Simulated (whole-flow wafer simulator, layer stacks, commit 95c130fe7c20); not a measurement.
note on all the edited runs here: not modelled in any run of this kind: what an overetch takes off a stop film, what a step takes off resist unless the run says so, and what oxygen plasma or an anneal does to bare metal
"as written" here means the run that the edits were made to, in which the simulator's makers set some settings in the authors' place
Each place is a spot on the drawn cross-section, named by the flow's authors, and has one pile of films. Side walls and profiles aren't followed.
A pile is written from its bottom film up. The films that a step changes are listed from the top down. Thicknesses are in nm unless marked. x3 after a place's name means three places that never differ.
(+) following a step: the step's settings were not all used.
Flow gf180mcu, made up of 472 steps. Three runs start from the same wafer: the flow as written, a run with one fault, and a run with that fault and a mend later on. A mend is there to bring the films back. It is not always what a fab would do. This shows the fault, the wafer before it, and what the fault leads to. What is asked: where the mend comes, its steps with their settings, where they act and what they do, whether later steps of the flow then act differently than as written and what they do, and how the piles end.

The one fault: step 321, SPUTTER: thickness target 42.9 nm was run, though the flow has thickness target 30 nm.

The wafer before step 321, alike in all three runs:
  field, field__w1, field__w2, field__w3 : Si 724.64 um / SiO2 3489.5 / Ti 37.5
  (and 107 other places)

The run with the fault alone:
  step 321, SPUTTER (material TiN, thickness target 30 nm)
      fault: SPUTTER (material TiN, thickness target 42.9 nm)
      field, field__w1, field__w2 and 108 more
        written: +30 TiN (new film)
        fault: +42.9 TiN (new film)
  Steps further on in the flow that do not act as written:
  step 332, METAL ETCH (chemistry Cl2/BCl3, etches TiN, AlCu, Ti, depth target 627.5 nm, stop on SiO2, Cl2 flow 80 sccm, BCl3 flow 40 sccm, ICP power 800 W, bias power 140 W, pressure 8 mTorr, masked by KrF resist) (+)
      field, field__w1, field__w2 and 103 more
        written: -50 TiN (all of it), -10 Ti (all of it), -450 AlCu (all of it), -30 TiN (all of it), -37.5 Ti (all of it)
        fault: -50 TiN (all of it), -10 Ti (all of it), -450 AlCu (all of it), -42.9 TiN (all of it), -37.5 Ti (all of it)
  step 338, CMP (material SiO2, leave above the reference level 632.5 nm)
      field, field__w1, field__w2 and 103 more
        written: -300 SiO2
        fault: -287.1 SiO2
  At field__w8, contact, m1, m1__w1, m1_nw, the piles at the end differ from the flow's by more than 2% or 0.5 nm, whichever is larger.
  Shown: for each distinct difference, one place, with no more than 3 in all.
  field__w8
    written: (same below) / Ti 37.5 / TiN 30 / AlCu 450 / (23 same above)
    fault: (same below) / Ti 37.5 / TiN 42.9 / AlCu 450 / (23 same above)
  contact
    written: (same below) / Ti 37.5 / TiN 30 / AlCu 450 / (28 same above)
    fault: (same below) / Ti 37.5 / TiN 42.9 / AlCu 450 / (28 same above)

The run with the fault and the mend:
  The mend follows step 321.
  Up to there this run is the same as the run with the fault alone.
  step 321a, METAL ETCH (chemistry Cl2/BCl3, etches TiN, AlCu, Ti, depth target 12.9 nm, Cl2 flow 80 sccm, BCl3 flow 40 sccm, ICP power 800 W, bias power 140 W, pressure 8 mTorr) (the flow's step 260 again, with other settings)
      field, field__w1, field__w2 and 108 more
        -12.9 TiN
  Later steps of the flow that are run all act as written at every place that is followed.
  By the end, the piles equal the flow's at every place that both follow.
